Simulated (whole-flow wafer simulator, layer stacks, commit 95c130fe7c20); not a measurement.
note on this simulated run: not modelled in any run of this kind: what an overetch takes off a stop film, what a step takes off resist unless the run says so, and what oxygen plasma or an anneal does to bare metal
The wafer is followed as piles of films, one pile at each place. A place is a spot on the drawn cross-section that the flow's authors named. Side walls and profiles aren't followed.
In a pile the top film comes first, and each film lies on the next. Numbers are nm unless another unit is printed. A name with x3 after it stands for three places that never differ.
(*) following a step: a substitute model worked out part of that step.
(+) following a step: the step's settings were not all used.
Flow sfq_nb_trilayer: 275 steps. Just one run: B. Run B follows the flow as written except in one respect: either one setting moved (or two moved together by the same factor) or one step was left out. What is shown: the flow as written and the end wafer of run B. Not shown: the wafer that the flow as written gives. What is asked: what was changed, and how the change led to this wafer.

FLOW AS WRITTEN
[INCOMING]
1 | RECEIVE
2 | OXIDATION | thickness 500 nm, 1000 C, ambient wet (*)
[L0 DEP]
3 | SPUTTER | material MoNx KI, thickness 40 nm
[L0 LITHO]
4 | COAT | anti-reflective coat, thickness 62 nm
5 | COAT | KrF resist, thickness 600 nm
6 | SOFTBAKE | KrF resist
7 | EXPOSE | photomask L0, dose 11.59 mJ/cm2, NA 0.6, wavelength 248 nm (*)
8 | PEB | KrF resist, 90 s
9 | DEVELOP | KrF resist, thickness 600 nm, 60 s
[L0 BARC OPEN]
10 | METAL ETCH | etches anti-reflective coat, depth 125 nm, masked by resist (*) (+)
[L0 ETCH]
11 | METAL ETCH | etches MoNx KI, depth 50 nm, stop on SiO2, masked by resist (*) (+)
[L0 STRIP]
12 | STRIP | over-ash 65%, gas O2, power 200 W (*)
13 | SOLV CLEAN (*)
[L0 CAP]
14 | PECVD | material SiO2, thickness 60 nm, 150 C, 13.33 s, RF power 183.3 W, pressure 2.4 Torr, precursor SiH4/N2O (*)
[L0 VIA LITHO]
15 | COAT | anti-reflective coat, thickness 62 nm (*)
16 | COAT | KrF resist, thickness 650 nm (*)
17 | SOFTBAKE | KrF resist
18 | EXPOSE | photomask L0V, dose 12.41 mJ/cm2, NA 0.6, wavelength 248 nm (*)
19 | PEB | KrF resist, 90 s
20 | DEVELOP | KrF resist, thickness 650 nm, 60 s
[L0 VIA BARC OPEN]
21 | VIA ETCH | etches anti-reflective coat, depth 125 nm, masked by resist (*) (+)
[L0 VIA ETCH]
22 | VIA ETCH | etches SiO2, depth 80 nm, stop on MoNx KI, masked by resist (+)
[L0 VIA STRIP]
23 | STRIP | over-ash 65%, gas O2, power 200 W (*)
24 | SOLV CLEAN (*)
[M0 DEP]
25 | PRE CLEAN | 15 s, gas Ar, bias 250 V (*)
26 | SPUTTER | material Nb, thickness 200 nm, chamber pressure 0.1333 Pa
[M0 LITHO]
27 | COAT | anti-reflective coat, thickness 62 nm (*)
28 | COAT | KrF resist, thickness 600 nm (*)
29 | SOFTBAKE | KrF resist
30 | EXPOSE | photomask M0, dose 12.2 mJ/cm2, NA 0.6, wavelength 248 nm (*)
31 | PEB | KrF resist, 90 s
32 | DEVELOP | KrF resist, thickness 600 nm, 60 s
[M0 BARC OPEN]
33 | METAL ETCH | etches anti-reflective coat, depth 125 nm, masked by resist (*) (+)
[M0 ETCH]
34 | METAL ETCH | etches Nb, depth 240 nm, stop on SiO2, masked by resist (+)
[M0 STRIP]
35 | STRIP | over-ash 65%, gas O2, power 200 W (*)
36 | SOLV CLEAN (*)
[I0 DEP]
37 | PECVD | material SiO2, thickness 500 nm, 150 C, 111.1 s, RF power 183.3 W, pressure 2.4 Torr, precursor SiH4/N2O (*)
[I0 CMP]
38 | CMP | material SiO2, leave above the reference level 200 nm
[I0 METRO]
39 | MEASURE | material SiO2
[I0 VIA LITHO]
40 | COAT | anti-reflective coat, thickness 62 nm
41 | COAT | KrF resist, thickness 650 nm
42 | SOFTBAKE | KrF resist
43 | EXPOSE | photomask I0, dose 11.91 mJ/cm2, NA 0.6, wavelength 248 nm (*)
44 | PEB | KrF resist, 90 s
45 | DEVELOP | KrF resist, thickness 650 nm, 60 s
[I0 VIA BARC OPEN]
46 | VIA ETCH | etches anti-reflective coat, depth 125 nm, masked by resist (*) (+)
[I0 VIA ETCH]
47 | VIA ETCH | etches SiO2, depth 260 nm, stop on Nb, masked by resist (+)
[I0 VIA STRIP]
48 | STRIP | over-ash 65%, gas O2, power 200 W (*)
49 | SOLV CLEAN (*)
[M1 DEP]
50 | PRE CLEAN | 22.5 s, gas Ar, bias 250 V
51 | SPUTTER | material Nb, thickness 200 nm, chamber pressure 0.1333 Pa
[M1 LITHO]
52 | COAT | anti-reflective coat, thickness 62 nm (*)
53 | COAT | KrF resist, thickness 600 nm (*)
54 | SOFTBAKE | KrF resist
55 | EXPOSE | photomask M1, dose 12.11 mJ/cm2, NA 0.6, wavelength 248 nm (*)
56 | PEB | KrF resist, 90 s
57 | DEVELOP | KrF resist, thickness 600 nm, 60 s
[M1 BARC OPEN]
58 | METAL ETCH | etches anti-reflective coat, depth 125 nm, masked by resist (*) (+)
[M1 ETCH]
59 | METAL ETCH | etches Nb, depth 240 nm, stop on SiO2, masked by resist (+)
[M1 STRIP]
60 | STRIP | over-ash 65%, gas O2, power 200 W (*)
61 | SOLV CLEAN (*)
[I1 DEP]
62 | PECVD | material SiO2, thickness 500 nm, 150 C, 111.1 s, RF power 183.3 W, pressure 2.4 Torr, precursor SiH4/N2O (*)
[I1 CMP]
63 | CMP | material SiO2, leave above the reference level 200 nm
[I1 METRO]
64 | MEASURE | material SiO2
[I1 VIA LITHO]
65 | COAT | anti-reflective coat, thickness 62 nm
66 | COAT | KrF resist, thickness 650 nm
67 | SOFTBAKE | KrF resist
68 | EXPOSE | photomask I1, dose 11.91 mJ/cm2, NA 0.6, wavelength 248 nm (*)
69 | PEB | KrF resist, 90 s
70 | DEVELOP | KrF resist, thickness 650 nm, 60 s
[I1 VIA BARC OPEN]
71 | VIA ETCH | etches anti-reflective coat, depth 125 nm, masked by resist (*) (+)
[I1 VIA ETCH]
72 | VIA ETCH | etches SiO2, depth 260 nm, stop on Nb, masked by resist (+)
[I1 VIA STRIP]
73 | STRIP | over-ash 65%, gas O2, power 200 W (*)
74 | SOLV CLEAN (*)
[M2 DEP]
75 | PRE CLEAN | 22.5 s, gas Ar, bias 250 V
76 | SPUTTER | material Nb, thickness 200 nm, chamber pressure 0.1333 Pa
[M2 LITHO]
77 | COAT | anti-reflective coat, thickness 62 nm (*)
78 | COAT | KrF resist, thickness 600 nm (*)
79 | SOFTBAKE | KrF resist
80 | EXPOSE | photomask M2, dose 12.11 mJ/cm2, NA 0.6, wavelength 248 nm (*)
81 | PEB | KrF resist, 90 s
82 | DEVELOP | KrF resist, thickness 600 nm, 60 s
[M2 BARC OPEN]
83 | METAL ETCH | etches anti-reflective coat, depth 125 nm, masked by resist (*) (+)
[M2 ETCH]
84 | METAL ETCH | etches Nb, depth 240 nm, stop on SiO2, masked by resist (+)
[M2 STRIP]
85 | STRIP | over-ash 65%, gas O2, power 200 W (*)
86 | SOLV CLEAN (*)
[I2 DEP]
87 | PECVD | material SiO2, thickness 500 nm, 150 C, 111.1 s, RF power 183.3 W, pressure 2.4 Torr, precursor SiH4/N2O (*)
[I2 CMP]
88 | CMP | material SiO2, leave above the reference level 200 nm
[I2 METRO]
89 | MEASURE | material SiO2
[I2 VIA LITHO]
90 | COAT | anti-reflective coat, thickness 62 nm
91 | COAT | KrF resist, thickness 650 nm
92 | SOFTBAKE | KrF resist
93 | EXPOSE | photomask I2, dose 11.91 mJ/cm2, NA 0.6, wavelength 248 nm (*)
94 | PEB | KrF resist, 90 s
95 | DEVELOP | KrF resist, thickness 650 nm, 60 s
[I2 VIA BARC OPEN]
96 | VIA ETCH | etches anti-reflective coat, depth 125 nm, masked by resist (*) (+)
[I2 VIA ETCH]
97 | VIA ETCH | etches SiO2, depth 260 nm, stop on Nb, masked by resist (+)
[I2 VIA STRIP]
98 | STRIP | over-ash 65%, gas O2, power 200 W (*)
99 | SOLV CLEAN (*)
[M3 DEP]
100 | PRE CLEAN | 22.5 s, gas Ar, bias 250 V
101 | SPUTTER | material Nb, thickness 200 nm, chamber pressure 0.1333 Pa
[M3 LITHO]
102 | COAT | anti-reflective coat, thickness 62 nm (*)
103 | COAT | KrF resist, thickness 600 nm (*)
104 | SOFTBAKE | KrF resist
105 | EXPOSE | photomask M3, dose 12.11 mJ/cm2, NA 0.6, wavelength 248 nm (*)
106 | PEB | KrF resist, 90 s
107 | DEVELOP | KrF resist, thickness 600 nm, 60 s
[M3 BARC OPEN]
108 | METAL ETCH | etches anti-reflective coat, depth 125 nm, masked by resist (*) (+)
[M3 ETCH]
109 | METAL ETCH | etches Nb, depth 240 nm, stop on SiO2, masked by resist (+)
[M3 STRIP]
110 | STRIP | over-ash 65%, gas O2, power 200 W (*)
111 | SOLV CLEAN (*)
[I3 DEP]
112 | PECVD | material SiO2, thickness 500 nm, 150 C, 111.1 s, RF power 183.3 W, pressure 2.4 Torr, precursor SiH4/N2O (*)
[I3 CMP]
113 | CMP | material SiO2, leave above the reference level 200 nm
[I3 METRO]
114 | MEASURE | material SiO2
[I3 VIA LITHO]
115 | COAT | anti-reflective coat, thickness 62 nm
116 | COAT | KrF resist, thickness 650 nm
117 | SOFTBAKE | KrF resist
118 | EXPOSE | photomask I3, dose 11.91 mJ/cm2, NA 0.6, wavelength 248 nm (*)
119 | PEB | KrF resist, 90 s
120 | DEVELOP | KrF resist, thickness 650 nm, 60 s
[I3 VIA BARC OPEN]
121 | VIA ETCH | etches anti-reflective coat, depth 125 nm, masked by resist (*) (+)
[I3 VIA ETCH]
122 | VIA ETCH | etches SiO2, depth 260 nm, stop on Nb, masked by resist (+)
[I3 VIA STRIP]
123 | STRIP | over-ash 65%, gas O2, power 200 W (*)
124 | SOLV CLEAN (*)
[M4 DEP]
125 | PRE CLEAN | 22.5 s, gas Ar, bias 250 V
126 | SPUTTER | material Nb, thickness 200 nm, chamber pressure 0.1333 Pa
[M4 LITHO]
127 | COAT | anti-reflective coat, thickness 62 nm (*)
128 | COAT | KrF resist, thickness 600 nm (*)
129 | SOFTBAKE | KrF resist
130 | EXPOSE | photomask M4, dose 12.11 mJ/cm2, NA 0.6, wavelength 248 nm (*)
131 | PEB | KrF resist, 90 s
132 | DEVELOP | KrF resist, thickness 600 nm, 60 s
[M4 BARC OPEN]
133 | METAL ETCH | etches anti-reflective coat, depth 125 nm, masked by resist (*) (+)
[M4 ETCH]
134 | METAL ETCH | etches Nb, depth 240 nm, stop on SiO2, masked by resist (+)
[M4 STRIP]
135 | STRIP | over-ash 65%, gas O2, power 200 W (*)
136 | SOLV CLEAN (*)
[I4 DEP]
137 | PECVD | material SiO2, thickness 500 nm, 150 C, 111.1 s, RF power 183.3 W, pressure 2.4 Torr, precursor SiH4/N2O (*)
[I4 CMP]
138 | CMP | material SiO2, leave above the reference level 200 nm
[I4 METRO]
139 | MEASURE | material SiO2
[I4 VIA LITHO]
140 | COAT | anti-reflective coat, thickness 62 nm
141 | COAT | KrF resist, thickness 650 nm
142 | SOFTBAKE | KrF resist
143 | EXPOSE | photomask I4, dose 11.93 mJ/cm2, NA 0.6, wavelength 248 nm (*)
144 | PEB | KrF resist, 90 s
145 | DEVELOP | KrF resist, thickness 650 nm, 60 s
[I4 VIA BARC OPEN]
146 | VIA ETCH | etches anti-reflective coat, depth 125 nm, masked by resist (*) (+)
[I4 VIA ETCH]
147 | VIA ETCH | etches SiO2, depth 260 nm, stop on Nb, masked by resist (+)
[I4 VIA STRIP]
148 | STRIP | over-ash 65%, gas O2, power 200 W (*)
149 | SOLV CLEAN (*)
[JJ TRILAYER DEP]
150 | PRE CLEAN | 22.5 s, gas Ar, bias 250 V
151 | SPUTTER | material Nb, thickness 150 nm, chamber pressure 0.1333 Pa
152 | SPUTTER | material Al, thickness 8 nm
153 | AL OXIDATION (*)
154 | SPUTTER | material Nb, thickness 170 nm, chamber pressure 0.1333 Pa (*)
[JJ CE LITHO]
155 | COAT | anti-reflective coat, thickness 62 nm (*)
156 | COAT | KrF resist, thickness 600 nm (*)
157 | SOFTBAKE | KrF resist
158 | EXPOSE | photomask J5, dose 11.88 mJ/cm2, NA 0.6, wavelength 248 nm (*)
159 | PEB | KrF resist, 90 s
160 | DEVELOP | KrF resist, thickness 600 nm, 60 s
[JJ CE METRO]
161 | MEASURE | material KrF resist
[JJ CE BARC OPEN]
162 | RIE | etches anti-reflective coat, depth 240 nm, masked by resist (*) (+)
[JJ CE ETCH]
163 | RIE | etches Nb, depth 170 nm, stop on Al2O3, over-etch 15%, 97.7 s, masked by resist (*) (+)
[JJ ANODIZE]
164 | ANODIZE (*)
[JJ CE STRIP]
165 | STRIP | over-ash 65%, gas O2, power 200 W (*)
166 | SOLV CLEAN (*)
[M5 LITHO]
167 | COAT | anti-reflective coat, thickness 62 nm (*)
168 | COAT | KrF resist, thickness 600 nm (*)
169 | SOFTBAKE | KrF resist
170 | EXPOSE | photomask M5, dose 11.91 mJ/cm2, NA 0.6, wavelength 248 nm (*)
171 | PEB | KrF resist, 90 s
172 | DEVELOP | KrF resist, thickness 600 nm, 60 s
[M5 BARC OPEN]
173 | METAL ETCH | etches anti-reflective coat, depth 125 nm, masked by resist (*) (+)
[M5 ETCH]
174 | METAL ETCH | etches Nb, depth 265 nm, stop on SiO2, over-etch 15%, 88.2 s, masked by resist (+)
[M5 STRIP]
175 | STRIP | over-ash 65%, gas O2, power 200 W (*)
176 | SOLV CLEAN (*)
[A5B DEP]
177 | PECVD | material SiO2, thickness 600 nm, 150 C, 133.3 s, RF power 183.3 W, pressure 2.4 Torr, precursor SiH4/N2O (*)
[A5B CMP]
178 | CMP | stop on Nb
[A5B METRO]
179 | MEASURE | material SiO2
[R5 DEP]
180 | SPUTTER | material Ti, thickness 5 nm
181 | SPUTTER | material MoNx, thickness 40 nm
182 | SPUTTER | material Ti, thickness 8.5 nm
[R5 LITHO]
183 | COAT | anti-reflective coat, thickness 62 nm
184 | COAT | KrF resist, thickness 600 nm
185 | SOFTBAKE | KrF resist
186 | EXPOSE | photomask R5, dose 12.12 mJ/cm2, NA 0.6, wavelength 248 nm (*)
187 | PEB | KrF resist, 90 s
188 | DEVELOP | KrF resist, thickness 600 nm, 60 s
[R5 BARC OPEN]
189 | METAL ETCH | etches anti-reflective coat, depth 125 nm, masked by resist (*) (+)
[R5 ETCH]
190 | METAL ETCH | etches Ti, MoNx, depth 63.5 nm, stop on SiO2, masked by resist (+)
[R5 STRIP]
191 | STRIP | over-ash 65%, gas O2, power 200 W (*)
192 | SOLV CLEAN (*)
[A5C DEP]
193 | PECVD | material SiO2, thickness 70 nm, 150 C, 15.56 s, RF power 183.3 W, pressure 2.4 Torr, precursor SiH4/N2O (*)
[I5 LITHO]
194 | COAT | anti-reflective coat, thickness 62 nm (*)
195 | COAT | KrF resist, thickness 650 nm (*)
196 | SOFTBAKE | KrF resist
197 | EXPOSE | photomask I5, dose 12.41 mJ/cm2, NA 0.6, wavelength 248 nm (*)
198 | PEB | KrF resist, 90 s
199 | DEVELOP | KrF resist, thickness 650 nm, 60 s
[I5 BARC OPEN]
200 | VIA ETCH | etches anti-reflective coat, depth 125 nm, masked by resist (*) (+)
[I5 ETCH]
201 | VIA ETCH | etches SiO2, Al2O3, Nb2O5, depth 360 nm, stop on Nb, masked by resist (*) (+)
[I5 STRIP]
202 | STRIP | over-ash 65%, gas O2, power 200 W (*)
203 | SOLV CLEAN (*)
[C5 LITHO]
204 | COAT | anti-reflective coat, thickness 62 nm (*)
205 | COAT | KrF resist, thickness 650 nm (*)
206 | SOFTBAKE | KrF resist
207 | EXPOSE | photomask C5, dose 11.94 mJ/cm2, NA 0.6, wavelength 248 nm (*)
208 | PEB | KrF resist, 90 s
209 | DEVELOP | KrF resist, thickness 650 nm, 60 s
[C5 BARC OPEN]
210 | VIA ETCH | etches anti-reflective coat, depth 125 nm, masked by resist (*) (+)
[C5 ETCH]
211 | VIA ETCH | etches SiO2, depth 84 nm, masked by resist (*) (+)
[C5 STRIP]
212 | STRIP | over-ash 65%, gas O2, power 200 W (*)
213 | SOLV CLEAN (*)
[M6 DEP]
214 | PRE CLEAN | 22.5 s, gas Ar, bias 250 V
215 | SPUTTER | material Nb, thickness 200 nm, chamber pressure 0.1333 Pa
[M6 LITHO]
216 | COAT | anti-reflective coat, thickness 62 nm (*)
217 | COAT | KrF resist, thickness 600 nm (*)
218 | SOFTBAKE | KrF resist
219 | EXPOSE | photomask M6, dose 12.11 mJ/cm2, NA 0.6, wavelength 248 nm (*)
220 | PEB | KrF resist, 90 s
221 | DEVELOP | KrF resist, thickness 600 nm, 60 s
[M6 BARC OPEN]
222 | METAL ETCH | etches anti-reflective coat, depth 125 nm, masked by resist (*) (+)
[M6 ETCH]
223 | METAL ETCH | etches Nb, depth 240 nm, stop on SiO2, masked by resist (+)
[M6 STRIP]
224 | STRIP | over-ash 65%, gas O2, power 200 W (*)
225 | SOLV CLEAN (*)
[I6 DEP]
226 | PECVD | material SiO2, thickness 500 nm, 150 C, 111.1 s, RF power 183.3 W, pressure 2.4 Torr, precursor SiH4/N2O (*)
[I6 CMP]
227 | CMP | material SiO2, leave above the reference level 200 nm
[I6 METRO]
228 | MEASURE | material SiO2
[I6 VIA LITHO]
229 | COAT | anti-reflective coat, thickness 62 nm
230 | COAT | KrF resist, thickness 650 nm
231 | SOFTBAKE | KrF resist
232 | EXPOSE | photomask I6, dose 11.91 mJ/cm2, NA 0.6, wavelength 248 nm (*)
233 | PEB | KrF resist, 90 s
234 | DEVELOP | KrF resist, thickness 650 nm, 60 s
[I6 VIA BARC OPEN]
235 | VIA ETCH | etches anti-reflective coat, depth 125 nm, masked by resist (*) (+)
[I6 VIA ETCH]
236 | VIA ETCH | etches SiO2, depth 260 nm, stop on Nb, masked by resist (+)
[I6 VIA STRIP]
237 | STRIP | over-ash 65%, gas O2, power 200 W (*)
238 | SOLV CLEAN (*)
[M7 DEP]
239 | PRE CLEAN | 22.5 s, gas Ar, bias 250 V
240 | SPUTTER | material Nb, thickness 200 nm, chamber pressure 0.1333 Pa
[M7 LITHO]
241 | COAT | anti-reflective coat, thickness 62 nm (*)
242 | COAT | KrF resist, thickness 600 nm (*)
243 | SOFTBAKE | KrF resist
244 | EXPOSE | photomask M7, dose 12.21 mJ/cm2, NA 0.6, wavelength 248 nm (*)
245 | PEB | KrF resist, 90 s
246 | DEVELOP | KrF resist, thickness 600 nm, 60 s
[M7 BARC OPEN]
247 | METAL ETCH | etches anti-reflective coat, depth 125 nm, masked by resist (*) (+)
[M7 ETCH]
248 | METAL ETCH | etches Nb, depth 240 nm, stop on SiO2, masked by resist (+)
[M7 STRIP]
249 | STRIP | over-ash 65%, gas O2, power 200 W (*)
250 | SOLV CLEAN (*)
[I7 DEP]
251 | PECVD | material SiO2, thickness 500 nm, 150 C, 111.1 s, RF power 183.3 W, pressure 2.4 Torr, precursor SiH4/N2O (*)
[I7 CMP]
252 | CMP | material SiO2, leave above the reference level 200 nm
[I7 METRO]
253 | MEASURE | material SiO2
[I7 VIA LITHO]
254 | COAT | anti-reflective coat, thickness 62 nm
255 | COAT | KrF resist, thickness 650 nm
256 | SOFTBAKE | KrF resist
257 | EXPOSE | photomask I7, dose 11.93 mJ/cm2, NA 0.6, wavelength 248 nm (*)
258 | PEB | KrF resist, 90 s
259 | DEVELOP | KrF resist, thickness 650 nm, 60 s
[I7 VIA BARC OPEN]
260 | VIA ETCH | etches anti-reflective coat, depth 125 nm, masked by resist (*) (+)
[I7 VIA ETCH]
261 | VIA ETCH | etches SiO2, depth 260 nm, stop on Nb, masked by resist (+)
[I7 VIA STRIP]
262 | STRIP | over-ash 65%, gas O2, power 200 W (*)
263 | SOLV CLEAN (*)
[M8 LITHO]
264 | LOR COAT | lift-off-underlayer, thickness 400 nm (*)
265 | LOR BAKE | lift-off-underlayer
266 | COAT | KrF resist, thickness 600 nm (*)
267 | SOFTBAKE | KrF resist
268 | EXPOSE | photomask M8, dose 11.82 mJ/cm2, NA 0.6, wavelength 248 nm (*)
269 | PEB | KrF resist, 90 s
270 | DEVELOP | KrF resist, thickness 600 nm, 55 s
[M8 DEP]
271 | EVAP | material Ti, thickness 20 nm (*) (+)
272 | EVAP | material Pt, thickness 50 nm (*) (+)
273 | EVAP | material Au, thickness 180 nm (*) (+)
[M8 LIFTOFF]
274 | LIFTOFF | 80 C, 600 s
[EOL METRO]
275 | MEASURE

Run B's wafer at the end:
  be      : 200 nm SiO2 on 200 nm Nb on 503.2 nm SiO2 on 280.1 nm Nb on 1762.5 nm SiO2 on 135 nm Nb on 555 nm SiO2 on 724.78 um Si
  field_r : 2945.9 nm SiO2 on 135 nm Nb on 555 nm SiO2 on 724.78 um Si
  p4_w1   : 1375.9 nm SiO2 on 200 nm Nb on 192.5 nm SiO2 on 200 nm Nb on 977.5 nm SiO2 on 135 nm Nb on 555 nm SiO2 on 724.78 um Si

Cause: step 26, SPUTTER: thickness 135 nm was run, though the flow has thickness 200 nm.
The wafer lets one read it off: be has Nb 135, and step 26 as written asks for 200 nm.

The path from the change to this, step by step:
  26 | SPUTTER | material Nb, thickness 200 nm, chamber pressure 0.1333 Pa
      field_l, via_wl, via_w and 100 more: Nb gains 135 (new film) (it would be, as written: Nb gains 200 (new film))
      v_sur: Nb gains 132.1 (new film) (it would be, as written: Nb gains 200 (new film))
      (as well as at 2 more places)
  27 | COAT | anti-reflective coat, thickness 62 nm (*)
      v_sur: anti-reflective coat gains 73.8 (new film) (it would be, as written: anti-reflective coat gains 72.3 (new film))
  34 | METAL ETCH | etches Nb, depth 240 nm, stop on SiO2, masked by resist (+)
      field_l, v_sur, via_wl and 100 more: KrF resist loses 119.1 (it would be, as written: KrF resist loses 141.2)
      moat, m0r_space_l x2: Nb loses 135 (all of it) (it would be, as written: Nb loses 200 (all of it))
  35 | STRIP | over-ash 65%, gas O2, power 200 W (*)
      p4_fl, p4_fm, p4_w1 and 68 more: KrF resist loses 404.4 (all of it), anti-reflective coat loses 62 (all of it) (it would be, as written: KrF resist loses 382.4 (all of it), anti-reflective coat loses 62 (all of it))
      c5j, ce_r, sp_r, be_r, r_sur, res: KrF resist loses 411 (all of it), anti-reflective coat loses 63.6 (all of it) (it would be, as written: KrF resist loses 389 (all of it), anti-reflective coat loses 63.6 (all of it))
      (as well as at 26 more places)
  37 | PECVD | material SiO2, thickness 500 nm, 150 C, 111.1 s, RF power 183.3 W, pressure 2.4 Torr, precursor SiH4/N2O (*)
      moat, m0r_space_l x2: SiO2 gains 500 (it would be, as written: SiO2 gains 557.1)
  38 | CMP | material SiO2, leave above the reference level 200 nm
      moat, m0r_space_l x2: SiO2 loses 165 (it would be, as written: SiO2 loses 157.1)
